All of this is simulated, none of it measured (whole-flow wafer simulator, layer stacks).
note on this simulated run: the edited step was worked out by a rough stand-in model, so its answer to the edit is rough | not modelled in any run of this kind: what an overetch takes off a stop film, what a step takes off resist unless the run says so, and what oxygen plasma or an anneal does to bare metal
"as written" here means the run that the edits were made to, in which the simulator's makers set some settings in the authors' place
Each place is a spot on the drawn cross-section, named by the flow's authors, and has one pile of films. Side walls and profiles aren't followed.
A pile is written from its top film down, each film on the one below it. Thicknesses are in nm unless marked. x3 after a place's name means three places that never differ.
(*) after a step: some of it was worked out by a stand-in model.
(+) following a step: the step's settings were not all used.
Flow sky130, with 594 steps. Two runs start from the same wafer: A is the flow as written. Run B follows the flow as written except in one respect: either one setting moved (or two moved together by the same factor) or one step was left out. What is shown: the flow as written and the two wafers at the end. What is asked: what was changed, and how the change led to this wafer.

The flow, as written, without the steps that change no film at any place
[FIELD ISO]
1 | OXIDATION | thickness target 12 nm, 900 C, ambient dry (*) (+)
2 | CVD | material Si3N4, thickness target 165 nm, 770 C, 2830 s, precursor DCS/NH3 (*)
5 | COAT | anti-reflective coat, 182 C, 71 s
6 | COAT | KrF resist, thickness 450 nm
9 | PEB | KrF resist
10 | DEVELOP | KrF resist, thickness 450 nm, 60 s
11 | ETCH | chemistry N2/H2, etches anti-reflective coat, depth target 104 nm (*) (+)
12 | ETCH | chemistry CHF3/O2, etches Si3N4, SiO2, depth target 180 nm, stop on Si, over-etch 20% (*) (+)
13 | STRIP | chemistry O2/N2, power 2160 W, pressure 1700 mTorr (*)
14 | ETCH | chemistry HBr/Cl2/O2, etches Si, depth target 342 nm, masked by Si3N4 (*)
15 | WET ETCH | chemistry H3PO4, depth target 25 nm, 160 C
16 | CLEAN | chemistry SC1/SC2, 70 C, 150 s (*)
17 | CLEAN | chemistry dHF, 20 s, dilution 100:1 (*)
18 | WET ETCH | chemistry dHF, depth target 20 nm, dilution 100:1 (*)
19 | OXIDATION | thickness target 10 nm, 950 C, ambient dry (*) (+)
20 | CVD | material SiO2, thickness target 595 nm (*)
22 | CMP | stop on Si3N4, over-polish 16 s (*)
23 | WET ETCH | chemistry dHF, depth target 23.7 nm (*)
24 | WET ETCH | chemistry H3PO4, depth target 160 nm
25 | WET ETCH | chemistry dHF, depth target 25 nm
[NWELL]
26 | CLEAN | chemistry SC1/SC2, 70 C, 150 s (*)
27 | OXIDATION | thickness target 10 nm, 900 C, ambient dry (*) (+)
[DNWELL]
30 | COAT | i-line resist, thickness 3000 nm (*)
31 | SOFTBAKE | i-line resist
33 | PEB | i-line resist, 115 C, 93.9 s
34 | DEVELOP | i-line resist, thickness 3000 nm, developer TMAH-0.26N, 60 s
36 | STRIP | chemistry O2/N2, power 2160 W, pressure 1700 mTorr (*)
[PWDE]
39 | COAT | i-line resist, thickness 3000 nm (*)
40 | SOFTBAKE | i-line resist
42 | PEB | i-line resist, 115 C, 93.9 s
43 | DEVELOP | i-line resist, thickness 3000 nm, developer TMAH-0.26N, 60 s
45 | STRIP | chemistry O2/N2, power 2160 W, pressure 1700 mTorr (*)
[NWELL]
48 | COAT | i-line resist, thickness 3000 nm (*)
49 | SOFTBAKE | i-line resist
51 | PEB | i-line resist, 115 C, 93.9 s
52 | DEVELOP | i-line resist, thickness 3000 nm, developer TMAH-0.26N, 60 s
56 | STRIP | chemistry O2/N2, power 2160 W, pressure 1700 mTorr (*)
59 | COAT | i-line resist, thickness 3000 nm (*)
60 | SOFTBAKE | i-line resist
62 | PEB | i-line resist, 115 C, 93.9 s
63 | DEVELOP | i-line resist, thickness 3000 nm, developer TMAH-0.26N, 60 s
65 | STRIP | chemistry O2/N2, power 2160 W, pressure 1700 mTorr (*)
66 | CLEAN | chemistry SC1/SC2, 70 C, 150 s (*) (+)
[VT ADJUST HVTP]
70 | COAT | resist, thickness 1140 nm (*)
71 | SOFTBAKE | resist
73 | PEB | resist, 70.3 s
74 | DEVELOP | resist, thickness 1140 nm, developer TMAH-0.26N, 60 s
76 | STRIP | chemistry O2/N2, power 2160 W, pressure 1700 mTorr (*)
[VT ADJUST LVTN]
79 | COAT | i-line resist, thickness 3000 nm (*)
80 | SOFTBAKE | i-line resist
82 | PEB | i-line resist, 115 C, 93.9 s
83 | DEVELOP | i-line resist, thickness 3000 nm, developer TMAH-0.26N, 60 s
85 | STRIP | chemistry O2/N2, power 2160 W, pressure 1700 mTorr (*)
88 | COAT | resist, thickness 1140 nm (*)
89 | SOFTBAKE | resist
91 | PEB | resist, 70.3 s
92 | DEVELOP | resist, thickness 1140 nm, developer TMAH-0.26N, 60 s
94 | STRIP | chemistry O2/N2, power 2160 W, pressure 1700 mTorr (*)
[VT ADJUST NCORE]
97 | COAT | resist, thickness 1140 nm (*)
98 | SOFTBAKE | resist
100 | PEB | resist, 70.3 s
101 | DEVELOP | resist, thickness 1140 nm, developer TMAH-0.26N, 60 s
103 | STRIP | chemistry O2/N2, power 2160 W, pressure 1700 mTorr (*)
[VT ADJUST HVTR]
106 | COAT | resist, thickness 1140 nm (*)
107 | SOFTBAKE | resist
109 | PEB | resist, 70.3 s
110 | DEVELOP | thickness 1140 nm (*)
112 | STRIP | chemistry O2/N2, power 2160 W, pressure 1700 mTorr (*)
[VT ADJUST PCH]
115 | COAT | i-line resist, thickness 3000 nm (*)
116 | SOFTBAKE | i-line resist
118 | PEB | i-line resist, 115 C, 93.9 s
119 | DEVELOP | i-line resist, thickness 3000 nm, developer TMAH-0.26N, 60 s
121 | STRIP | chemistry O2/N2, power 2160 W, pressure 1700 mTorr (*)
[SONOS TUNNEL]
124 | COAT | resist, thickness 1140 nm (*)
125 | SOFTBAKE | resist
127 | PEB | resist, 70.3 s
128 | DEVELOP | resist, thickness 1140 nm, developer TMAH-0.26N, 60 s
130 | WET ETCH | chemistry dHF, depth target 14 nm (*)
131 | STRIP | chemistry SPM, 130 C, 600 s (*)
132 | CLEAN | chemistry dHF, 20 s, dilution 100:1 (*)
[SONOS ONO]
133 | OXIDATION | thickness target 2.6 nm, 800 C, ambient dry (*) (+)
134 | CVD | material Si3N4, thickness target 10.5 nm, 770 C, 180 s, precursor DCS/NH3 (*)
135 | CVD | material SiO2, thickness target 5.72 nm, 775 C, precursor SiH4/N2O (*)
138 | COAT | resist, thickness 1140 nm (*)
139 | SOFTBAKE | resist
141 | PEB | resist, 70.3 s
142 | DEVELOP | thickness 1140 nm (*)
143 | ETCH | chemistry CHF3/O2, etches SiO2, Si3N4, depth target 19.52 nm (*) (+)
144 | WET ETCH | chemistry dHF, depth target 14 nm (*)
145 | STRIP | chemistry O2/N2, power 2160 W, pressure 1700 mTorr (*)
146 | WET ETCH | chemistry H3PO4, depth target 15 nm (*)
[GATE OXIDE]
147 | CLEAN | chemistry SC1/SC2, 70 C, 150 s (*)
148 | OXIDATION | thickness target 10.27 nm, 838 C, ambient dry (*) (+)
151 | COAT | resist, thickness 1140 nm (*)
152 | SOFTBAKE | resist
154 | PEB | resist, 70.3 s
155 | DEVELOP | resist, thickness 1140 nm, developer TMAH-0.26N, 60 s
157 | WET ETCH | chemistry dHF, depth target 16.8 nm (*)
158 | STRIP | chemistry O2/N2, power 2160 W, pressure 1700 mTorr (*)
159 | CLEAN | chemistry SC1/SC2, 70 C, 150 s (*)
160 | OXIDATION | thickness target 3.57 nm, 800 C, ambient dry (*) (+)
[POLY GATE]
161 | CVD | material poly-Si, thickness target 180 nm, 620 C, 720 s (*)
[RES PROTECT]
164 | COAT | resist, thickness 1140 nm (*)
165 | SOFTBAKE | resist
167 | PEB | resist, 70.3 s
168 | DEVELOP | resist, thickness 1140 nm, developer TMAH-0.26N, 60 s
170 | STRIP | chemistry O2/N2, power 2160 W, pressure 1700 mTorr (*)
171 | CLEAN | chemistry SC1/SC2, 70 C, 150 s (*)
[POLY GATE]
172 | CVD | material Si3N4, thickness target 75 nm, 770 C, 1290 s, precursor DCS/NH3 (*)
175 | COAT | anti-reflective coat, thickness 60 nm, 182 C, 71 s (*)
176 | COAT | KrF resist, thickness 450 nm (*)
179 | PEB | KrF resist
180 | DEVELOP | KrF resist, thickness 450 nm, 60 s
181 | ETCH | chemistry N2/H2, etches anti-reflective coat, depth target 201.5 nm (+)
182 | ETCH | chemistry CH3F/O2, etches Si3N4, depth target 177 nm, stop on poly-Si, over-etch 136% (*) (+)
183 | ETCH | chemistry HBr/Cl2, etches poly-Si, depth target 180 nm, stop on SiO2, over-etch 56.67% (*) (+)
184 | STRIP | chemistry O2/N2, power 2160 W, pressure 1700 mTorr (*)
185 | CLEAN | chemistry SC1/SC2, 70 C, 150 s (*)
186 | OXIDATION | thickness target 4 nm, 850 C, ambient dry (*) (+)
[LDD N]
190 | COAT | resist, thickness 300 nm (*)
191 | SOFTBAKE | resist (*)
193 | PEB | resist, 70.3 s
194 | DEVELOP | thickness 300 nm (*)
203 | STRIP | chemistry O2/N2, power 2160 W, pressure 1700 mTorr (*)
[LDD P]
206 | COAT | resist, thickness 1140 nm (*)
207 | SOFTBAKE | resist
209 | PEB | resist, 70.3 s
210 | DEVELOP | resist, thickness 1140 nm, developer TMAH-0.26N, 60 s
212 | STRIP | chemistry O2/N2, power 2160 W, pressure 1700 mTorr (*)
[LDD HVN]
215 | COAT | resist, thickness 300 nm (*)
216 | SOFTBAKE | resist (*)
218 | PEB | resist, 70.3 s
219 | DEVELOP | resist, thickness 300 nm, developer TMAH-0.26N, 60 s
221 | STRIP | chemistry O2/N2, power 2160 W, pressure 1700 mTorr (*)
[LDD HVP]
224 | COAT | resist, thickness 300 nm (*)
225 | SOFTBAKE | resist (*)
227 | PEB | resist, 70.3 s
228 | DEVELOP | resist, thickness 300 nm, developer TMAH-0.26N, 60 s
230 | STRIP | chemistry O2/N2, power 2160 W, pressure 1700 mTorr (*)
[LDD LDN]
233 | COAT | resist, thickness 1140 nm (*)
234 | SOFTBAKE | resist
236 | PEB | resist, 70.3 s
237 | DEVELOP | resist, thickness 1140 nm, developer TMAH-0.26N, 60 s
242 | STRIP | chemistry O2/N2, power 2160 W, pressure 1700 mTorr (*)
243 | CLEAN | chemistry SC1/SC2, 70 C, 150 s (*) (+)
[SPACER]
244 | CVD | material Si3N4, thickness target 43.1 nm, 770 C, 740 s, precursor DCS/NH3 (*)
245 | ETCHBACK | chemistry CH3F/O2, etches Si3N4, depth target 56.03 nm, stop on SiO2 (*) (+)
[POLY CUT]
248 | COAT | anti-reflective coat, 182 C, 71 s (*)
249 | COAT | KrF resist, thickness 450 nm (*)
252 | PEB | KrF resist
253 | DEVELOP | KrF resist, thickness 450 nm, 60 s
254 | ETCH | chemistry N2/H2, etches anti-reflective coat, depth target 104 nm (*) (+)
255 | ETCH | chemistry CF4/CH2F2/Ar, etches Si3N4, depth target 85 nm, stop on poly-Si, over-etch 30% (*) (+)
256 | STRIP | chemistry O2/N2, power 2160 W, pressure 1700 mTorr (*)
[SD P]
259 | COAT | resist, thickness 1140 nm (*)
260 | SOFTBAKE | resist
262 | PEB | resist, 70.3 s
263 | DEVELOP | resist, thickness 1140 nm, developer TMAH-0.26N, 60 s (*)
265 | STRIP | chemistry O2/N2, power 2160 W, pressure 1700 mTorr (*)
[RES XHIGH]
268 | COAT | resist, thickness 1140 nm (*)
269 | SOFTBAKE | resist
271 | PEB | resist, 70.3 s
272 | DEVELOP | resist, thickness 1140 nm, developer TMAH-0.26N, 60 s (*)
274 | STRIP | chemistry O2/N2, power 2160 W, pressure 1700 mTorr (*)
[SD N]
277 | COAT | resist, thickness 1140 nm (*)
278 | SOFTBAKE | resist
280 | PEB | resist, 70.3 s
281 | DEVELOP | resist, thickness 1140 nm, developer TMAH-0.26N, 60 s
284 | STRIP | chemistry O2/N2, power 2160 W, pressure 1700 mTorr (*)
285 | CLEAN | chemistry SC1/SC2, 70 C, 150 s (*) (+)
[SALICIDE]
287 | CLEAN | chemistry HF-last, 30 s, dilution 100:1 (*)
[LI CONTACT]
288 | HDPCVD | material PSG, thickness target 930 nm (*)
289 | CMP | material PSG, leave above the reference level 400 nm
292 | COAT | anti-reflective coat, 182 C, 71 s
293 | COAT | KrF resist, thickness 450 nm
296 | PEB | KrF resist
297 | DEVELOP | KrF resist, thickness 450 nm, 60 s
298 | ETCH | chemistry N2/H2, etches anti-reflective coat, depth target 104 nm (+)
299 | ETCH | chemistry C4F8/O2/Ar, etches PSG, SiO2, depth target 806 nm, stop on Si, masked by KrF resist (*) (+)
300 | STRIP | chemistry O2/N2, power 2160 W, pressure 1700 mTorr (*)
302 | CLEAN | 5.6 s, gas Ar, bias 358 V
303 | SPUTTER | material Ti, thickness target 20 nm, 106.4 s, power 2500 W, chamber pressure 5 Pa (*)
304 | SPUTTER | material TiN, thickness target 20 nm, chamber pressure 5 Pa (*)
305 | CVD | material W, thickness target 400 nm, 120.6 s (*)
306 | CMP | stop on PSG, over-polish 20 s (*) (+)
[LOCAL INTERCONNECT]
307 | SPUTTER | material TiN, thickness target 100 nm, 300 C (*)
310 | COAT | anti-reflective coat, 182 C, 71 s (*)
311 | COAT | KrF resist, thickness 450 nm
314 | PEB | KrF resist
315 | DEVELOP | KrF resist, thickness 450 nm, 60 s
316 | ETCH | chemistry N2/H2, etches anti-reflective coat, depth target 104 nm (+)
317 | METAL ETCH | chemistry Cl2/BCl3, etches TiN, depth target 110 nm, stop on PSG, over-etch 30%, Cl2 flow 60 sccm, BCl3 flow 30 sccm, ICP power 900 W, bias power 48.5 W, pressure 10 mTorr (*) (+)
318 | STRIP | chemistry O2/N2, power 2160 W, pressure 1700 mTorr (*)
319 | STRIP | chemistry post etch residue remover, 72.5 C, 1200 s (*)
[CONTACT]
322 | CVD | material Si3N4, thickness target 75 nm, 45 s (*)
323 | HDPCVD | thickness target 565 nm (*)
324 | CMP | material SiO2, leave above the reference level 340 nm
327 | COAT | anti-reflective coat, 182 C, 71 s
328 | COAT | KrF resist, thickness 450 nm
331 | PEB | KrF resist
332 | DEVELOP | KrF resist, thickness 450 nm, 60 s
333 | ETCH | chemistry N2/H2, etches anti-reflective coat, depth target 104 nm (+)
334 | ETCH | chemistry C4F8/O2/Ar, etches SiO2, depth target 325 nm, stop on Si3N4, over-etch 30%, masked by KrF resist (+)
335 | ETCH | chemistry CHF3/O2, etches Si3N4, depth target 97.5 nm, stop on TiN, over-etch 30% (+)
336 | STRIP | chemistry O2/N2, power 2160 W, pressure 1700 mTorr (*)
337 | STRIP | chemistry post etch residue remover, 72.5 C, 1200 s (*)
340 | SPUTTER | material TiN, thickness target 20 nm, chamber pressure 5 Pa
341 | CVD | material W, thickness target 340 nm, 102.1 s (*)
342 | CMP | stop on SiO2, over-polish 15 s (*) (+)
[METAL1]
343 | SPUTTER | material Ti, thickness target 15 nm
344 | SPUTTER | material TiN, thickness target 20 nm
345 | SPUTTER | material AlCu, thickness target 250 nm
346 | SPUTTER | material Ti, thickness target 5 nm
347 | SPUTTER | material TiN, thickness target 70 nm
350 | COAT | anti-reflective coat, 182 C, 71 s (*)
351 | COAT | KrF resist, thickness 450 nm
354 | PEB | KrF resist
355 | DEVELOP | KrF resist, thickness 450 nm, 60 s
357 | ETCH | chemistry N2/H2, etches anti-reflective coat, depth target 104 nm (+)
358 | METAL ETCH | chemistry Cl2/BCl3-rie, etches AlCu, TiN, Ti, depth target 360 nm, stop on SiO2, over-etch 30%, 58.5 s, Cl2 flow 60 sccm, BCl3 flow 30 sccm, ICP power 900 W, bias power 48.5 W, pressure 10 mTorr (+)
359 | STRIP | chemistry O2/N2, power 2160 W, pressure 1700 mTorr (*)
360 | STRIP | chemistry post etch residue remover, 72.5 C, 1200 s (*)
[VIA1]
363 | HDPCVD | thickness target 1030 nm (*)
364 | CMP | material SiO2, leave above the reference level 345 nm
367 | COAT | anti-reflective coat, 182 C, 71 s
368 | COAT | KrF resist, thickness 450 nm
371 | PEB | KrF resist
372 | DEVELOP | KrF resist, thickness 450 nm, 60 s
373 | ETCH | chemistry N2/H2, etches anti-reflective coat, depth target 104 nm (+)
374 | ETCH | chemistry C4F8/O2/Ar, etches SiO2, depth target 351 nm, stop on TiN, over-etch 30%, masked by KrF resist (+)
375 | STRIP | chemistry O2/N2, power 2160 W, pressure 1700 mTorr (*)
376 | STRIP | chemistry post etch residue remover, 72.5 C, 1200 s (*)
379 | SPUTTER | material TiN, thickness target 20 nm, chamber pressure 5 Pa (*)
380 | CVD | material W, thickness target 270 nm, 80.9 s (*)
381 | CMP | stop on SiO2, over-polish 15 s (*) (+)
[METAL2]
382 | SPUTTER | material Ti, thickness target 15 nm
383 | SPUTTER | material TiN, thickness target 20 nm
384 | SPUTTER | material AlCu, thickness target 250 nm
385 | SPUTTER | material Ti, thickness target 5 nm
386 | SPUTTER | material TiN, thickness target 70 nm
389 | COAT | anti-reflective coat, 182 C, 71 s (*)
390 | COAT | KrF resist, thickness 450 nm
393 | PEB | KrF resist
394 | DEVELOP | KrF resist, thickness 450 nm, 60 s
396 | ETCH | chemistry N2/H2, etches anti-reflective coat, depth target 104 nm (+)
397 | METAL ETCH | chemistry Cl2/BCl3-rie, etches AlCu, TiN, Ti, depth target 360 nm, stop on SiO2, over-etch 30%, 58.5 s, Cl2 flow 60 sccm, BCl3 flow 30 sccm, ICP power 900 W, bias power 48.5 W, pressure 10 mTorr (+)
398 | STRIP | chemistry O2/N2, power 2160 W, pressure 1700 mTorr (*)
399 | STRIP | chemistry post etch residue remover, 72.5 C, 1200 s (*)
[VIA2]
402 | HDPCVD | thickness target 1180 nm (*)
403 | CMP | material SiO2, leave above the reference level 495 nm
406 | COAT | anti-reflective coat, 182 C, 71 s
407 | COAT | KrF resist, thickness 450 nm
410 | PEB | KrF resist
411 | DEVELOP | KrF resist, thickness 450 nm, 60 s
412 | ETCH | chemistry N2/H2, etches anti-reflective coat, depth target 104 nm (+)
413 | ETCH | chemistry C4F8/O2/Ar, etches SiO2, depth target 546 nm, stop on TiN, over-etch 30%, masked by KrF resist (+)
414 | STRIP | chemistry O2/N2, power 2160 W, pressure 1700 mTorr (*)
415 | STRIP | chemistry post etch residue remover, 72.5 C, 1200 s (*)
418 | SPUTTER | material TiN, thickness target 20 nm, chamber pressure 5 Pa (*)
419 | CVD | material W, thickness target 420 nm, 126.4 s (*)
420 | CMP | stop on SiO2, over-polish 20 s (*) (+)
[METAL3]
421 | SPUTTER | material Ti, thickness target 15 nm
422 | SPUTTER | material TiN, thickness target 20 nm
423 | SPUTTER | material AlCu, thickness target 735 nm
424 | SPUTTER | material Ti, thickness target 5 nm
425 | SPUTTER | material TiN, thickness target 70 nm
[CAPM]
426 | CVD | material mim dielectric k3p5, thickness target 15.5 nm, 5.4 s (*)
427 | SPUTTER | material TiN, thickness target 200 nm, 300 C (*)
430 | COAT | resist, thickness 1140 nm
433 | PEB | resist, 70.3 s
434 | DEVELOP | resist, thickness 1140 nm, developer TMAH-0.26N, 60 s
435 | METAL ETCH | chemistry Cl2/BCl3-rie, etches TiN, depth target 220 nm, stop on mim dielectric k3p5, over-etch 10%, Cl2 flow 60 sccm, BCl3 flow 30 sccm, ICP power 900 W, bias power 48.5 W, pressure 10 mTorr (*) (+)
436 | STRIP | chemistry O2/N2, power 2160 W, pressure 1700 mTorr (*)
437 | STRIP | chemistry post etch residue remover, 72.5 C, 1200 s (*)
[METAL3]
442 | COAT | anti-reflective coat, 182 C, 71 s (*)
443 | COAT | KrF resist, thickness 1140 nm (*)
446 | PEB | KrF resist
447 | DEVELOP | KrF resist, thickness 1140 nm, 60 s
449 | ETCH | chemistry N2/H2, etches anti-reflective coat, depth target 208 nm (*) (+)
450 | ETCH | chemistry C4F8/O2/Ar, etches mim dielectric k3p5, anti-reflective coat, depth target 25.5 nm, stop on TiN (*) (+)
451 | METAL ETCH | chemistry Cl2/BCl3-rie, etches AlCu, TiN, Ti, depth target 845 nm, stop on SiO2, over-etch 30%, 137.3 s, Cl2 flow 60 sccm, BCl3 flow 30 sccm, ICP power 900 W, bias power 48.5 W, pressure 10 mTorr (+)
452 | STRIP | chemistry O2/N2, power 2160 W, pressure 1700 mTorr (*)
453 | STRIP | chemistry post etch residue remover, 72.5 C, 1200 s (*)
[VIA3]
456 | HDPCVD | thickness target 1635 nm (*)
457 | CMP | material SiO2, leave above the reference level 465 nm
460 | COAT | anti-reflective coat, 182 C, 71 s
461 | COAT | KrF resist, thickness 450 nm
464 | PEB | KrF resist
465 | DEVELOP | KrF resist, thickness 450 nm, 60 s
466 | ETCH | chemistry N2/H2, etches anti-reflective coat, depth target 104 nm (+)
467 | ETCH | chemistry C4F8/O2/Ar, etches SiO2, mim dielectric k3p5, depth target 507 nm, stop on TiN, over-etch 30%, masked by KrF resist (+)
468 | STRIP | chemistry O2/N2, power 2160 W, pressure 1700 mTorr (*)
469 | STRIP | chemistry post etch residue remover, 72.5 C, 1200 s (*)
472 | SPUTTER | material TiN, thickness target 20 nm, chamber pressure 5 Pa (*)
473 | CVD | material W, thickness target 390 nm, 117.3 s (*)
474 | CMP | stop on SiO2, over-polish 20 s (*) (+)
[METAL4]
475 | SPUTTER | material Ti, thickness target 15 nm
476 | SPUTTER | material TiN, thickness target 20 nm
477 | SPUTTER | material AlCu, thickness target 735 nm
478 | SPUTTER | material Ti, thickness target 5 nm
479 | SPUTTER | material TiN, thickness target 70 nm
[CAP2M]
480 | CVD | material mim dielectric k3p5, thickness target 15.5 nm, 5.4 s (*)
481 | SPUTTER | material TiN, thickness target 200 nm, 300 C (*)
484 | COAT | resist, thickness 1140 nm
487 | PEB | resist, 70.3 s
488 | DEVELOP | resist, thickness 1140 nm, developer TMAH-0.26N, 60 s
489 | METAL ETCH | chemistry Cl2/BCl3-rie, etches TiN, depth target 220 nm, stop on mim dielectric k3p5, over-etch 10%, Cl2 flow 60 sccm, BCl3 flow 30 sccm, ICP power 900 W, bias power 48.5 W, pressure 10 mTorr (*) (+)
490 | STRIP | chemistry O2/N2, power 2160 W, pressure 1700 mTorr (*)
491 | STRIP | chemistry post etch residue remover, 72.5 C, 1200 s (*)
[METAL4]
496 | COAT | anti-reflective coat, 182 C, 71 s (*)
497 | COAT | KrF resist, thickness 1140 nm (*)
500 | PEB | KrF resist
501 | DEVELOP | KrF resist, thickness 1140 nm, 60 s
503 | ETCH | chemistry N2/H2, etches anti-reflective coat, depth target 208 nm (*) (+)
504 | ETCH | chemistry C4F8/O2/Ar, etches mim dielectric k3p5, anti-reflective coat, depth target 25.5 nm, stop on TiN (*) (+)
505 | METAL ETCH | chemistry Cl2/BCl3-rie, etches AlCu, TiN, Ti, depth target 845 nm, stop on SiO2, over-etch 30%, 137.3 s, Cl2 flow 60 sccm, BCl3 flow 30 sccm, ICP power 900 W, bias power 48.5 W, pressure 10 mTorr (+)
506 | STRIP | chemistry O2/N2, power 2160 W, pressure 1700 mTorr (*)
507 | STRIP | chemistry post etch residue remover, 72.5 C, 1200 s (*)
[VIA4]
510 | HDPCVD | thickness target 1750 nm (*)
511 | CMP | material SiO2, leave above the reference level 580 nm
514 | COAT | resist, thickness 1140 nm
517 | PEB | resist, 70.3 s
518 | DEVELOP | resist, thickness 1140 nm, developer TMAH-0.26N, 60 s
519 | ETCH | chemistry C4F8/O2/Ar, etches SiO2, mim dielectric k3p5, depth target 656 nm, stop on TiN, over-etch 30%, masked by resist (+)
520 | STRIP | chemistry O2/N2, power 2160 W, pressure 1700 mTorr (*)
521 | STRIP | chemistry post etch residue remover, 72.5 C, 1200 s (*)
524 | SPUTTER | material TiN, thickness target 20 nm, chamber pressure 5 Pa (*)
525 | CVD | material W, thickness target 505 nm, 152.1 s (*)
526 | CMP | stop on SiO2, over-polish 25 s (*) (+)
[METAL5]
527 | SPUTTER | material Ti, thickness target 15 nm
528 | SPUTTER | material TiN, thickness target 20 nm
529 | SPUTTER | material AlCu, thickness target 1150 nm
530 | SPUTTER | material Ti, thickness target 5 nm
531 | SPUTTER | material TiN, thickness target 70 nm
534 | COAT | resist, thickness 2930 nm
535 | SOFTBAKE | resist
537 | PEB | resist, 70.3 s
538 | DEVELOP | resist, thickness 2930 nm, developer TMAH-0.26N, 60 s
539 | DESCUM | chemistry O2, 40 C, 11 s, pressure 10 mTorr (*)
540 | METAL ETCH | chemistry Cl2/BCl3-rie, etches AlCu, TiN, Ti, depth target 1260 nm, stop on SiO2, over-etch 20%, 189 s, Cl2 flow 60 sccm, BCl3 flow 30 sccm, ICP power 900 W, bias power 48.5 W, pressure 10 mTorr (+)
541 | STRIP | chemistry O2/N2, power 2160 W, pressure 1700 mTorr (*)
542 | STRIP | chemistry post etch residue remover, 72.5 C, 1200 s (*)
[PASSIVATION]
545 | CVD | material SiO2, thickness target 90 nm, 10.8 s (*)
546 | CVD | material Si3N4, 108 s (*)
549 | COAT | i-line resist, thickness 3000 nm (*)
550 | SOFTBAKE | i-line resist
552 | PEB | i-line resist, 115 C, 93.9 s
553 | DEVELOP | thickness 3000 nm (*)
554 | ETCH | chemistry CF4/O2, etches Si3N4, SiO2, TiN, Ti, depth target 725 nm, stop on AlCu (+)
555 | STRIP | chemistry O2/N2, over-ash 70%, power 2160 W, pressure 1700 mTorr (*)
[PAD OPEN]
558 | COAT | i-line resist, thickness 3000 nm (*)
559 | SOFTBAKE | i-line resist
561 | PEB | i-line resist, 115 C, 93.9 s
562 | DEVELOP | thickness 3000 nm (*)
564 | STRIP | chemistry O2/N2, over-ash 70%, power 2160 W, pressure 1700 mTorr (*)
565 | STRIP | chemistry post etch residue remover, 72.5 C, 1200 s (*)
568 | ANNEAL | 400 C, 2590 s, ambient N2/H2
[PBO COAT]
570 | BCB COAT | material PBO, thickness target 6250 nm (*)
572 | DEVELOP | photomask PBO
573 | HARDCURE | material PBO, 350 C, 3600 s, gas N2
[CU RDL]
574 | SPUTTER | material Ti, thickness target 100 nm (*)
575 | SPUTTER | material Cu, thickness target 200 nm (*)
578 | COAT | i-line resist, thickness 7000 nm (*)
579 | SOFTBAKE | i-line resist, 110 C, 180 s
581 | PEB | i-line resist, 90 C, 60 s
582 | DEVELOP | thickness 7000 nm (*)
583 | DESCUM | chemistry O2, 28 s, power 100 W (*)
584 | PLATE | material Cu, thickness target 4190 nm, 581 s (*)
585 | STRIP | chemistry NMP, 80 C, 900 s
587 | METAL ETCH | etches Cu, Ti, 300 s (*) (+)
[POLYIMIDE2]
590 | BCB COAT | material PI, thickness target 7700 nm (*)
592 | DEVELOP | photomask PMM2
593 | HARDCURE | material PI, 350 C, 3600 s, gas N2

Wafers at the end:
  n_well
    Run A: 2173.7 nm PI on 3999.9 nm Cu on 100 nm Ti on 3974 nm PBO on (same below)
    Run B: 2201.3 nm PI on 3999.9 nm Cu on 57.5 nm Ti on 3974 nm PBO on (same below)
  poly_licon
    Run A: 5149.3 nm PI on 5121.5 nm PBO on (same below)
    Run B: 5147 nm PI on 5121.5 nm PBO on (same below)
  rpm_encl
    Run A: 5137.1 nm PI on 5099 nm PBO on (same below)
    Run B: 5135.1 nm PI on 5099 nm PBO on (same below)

The reason: step 574, SPUTTER: thickness target 57.5 nm was run, while the flow as written has thickness target 100 nm.
The wafer itself shows it: n_well has Ti 57.5, and step 574 as written asks for 100 nm.

How this came from the change, step by step:
  574 | SPUTTER | material Ti, thickness target 100 nm (*)
      field, active, n_well and 190 more: A Ti gains 100 (new film) | B Ti gains 57.5 (new film)
  587 | METAL ETCH | etches Cu, Ti, 300 s (*) (+)
      field, active, gate and 167 more: A Cu loses 200 (all of it), Ti loses 100 (all of it) | B Cu loses 200 (all of it), Ti loses 57.5 (all of it)
  590 | BCB COAT | material PI, thickness target 7700 nm (*)
      de16_gate_nw: A PI gains 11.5 um (new film) | B PI gains 11.46 um (new film)
